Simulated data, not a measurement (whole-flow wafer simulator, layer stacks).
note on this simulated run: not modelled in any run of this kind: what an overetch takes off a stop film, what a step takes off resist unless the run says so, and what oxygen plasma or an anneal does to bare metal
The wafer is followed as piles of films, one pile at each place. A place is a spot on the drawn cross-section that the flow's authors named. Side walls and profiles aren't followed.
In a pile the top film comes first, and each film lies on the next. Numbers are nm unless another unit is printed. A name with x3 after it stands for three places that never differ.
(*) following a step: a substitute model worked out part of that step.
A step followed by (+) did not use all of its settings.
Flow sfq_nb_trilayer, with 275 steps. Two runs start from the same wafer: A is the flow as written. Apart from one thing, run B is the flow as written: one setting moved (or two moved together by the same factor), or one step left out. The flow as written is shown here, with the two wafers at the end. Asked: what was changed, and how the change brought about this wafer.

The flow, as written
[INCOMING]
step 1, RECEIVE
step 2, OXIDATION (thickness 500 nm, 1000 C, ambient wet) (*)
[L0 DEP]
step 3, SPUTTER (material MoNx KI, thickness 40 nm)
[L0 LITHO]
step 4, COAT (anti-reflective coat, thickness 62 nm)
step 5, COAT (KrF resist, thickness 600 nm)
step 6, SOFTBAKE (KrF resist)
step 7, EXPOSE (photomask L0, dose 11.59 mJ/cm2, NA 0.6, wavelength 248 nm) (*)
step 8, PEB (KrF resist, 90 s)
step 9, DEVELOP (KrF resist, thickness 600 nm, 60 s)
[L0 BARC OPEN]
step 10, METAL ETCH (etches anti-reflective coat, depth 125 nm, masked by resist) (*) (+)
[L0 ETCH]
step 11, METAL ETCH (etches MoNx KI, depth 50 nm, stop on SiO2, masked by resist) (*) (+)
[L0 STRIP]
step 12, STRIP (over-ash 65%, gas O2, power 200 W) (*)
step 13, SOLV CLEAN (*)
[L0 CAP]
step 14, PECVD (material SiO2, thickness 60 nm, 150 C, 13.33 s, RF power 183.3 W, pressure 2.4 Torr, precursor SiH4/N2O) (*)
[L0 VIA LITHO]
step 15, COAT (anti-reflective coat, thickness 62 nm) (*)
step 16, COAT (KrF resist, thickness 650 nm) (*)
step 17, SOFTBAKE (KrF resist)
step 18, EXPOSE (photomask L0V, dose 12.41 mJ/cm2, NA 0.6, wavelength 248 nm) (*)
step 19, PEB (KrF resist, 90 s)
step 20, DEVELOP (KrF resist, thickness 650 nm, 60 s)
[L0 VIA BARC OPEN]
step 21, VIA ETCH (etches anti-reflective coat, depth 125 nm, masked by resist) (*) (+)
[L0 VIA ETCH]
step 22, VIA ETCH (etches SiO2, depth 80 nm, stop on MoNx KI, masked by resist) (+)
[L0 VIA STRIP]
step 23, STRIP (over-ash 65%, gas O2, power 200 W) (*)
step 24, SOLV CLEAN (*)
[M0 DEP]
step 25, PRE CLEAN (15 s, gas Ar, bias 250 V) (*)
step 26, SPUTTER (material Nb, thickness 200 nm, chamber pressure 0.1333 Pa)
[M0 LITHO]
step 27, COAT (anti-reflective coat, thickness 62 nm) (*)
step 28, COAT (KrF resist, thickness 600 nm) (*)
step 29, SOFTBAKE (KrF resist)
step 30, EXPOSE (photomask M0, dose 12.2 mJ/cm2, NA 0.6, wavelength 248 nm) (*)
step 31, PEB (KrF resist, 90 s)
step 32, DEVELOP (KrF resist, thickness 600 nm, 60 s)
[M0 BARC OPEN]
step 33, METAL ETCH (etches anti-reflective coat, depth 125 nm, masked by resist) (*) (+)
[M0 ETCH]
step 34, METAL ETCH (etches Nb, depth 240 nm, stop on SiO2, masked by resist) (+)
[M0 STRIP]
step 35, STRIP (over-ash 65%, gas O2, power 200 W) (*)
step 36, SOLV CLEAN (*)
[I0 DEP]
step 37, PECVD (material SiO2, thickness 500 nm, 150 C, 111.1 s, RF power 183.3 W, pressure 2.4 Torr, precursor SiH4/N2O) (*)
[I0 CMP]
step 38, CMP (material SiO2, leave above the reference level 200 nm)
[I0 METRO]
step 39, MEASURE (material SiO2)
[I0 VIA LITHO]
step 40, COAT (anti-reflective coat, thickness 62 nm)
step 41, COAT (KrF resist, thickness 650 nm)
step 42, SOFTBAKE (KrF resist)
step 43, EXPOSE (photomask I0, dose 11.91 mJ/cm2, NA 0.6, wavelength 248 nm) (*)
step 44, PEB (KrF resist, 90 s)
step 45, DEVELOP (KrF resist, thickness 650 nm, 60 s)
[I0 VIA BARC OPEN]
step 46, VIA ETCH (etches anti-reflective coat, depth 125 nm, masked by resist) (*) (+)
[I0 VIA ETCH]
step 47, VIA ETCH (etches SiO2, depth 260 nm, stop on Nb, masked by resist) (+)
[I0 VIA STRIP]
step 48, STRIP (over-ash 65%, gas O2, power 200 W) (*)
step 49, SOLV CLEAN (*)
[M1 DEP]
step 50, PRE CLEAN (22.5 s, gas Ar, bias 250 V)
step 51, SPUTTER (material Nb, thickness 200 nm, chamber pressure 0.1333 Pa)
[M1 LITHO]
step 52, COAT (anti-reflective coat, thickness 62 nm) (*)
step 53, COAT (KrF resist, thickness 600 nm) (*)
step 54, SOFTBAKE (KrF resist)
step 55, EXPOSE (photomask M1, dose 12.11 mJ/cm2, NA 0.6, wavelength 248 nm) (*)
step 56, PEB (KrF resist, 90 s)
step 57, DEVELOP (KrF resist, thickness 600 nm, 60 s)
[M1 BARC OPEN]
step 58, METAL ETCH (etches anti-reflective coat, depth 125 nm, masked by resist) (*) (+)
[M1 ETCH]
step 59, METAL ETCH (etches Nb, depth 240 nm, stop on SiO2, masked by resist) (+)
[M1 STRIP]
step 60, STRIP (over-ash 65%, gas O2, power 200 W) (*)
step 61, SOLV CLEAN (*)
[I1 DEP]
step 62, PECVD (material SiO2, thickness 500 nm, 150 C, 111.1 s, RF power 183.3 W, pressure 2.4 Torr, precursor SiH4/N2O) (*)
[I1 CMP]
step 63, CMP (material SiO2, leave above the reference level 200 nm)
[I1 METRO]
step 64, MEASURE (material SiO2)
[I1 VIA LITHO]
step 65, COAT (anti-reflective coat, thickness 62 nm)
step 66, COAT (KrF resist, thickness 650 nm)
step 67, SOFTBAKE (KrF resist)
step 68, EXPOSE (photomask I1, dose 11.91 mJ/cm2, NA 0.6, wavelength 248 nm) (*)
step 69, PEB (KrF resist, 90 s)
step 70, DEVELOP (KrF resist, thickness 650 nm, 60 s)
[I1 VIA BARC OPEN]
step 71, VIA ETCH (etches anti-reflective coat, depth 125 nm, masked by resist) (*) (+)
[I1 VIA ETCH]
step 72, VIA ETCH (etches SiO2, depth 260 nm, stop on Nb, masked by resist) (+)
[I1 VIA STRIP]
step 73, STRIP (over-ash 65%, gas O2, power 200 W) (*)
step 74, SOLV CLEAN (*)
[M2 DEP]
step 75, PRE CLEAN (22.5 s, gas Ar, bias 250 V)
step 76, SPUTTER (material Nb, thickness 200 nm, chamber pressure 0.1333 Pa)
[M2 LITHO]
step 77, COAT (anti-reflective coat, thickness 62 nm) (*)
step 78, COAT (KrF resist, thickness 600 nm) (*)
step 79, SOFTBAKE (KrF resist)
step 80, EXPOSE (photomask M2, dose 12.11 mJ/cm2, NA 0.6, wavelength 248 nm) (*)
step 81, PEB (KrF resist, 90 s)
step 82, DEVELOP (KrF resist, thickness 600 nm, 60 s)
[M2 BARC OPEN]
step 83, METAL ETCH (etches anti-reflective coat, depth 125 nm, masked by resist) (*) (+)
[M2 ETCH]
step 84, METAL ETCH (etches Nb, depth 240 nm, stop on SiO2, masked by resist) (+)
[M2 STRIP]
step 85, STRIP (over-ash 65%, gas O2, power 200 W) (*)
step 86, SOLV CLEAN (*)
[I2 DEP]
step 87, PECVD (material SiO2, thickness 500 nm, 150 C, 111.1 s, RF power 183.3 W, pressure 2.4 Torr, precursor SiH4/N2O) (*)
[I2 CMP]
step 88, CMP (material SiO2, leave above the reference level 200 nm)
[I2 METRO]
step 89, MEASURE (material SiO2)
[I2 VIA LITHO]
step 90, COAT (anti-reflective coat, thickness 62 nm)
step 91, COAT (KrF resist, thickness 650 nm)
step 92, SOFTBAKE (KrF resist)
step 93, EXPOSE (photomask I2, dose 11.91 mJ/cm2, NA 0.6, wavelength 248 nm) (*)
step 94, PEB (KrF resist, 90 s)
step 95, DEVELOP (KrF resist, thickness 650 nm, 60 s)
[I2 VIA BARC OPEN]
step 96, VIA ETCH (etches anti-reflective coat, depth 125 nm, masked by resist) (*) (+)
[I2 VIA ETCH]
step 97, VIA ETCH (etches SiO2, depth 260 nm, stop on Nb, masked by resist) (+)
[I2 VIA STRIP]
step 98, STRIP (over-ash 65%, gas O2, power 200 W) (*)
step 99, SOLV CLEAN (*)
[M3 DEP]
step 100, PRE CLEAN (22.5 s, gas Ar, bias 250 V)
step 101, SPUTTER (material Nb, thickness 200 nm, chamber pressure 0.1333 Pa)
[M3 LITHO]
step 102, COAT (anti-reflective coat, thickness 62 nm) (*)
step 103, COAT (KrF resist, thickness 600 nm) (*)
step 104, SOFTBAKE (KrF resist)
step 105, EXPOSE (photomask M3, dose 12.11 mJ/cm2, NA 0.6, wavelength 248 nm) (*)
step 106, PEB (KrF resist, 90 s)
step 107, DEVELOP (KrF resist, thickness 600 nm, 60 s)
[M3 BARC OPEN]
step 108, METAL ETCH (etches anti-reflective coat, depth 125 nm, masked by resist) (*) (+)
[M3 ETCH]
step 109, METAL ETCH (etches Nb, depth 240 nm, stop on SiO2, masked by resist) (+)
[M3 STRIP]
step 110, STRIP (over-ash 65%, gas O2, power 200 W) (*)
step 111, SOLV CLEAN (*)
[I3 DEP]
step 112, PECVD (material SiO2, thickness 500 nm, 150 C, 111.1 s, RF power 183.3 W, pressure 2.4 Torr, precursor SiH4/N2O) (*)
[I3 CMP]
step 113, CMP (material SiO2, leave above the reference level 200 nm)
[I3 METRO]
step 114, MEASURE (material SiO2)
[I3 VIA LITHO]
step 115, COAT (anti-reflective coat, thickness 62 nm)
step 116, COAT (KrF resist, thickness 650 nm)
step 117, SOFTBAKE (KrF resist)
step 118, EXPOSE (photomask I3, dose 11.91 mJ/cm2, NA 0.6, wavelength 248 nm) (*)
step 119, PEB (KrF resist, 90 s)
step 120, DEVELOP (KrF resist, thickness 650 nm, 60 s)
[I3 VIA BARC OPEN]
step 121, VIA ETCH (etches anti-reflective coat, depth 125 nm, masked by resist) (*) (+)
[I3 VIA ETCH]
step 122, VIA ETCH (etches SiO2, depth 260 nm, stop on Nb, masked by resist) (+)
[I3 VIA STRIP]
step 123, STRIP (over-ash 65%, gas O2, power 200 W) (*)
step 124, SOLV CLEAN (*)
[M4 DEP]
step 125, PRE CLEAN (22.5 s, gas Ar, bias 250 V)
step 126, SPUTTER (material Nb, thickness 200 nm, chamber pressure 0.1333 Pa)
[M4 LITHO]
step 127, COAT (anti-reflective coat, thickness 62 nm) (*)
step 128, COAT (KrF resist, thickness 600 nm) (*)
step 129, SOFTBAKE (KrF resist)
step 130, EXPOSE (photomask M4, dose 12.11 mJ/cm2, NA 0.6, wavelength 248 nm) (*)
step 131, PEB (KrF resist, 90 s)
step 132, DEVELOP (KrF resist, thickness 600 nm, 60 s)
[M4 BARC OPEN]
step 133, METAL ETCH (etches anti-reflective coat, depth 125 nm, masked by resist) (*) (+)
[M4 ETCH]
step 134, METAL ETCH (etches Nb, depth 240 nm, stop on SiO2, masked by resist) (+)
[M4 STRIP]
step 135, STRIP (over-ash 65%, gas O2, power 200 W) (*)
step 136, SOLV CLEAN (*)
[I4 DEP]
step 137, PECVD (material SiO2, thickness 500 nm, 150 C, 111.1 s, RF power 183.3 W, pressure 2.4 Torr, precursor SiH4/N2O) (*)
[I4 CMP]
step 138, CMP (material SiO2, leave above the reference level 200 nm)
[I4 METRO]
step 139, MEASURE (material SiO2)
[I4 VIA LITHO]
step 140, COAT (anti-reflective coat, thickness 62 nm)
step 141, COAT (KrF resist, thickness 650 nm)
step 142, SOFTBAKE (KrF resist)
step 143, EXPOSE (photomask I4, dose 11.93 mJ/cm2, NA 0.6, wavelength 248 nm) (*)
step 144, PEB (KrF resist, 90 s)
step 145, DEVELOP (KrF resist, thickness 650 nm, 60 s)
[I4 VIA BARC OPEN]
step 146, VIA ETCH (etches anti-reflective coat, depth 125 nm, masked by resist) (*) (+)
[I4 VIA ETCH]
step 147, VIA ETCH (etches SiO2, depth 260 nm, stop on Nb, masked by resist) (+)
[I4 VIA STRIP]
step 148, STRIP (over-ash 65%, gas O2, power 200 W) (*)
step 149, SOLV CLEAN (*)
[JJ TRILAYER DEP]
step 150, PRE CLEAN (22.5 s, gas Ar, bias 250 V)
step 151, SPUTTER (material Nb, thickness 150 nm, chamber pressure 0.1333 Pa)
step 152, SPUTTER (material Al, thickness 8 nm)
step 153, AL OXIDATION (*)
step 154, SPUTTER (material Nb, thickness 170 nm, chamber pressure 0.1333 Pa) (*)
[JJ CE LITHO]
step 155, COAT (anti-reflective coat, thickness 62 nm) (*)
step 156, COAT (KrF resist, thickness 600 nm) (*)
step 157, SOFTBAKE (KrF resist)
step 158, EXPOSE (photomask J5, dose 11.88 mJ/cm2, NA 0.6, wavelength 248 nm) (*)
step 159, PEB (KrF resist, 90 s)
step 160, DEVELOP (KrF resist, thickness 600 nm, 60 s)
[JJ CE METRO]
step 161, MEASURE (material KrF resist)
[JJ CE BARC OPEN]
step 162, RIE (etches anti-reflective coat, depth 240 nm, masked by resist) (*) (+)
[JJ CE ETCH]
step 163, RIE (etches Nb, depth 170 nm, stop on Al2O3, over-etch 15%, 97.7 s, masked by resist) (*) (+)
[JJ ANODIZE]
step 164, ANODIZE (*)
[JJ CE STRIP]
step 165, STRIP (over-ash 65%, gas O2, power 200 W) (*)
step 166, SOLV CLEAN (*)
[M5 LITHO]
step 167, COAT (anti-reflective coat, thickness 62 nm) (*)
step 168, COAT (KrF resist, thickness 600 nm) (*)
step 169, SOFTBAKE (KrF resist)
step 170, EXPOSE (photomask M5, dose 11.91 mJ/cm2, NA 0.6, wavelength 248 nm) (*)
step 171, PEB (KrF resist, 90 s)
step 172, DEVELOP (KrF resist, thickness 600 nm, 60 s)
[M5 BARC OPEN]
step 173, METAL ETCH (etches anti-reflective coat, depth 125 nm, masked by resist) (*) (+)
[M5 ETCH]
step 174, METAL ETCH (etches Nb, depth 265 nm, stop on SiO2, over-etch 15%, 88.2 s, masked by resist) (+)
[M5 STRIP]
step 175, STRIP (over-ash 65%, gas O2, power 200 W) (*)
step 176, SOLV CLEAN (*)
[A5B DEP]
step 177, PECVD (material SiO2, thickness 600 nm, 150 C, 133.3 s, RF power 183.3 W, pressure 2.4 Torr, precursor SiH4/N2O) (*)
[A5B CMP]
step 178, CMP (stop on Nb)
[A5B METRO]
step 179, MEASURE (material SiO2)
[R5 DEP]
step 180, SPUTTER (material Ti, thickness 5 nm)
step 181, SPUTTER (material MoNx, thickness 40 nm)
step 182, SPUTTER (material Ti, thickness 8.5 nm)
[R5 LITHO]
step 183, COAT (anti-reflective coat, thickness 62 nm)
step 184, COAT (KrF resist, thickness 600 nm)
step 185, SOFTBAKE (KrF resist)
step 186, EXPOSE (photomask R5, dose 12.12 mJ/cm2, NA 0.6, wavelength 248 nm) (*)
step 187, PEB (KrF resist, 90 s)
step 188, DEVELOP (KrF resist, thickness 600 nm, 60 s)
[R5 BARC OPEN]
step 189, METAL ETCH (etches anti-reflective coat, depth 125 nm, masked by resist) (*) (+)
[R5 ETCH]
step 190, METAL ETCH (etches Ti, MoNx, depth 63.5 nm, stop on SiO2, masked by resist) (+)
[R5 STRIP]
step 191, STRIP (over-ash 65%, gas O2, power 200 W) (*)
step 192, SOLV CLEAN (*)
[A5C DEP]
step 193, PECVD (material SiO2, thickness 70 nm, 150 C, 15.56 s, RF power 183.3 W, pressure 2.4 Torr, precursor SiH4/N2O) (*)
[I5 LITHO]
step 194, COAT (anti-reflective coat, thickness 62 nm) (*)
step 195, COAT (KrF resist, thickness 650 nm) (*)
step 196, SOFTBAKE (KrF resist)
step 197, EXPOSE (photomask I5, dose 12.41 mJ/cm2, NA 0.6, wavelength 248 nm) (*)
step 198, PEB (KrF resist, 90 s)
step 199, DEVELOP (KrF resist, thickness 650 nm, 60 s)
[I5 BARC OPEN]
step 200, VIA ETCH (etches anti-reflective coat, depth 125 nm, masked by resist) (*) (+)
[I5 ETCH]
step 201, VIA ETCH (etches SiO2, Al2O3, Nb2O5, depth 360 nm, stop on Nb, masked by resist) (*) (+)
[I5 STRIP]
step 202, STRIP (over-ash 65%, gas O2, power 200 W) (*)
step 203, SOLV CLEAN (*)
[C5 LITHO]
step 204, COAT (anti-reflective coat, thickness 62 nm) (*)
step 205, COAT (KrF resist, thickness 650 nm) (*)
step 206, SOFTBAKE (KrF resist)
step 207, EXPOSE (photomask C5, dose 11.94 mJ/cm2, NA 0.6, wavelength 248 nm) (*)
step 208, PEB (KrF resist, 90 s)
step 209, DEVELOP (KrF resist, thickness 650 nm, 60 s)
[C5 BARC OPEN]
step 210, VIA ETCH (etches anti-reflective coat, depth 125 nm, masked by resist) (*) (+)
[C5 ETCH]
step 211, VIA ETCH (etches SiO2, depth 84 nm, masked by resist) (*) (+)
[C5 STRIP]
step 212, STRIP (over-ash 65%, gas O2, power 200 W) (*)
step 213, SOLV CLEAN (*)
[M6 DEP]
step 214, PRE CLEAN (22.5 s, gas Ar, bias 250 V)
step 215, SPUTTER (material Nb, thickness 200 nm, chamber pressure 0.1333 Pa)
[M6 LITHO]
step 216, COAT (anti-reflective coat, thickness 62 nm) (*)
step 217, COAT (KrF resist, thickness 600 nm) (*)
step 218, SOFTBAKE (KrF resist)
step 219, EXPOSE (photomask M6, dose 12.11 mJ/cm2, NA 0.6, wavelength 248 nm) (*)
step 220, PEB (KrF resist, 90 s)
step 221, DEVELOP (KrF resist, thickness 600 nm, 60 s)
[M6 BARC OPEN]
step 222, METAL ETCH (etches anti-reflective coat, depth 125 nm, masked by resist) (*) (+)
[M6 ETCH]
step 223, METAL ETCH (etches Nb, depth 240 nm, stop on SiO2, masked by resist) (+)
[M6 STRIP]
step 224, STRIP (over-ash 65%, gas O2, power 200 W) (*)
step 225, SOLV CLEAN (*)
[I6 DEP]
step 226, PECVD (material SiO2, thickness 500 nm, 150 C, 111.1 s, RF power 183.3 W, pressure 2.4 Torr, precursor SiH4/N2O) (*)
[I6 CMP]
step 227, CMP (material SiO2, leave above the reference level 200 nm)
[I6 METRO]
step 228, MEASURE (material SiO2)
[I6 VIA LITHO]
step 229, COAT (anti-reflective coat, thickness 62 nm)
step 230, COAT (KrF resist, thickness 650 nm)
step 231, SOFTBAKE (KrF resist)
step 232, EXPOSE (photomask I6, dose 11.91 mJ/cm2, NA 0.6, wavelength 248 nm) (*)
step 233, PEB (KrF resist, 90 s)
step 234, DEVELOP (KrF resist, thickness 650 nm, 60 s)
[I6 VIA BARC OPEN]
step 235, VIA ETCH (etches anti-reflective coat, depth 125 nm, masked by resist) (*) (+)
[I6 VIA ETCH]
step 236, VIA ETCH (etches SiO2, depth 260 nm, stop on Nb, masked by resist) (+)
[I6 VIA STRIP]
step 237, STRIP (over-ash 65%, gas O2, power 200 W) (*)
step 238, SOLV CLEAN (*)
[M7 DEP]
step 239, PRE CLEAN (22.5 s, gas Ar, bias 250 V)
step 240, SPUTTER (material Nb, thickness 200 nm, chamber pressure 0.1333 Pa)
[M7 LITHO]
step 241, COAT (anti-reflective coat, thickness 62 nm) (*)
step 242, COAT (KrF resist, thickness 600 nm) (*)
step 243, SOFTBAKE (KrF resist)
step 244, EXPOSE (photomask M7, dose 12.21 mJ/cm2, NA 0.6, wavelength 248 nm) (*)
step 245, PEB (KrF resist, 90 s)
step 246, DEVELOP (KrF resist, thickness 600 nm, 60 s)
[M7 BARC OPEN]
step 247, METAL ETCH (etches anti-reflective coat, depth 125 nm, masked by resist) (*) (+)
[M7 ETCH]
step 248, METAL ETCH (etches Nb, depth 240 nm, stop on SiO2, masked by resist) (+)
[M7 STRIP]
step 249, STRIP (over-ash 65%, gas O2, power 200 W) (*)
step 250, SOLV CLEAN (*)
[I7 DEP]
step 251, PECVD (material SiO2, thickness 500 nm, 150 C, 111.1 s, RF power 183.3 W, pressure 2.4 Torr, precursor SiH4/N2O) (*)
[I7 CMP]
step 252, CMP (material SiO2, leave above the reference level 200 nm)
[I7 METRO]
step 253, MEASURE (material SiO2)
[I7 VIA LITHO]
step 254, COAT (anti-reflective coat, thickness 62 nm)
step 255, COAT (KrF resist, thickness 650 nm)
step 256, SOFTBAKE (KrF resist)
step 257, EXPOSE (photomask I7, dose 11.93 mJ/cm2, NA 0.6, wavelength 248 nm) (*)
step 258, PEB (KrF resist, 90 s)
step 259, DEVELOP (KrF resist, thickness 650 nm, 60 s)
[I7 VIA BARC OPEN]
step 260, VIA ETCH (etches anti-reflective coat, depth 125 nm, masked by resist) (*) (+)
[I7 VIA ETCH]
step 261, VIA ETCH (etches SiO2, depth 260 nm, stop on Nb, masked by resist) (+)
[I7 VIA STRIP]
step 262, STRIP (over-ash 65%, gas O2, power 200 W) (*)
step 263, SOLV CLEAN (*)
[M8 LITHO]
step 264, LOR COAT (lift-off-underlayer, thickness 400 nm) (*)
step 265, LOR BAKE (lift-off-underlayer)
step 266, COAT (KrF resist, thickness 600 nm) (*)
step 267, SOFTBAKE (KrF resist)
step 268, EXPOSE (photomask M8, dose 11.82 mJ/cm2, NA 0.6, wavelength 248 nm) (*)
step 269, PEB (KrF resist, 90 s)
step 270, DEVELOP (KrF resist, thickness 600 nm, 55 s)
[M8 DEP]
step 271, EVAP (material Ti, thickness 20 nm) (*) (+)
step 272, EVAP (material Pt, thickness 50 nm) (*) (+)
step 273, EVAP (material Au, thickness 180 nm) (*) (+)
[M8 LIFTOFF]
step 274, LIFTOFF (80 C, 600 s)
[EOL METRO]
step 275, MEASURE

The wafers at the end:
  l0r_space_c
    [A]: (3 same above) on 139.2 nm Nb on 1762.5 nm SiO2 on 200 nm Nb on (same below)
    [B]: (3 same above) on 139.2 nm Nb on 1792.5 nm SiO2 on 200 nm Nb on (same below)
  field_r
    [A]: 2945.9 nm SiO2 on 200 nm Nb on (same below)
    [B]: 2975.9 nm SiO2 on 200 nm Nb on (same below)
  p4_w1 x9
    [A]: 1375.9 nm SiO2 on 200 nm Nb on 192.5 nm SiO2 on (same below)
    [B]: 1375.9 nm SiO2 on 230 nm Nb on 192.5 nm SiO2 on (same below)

Cause: step 126, SPUTTER: thickness 230 nm was run, whereas the flow has thickness 200 nm.
The wafer lets one read it off: p4_w1 x9 has Nb 230, and step 126 as written asks for 200 nm.

How this came from the change, step by step:
  step 126, SPUTTER (material Nb, thickness 200 nm, chamber pressure 0.1333 Pa)
      field_l, v_sur, via_wl and 102 more: A Nb gains 200 (new film) | B Nb gains 230 (new film)
      via_v: A Nb gains 165.5 | B Nb gains 190.7
  step 134, METAL ETCH (etches Nb, depth 240 nm, stop on SiO2, masked by resist) (+)
      field_l, be, be_sur and 64 more: A Nb loses 200 (all of it) | B Nb loses 230 (all of it)
  step 137, PECVD (material SiO2, thickness 500 nm, 150 C, 111.1 s, RF power 183.3 W, pressure 2.4 Torr, precursor SiH4/N2O) (*)
      p3_s0 x6: A SiO2 gains 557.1 | B SiO2 gains 587.1
  step 138, CMP (material SiO2, leave above the reference level 200 nm)
      field_l, be, be_sur and 55 more: A SiO2 loses 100 | B SiO2 loses 70
      lsp_r, l0_sur, l0v: A SiO2 loses 91.9 | B SiO2 loses 60.7
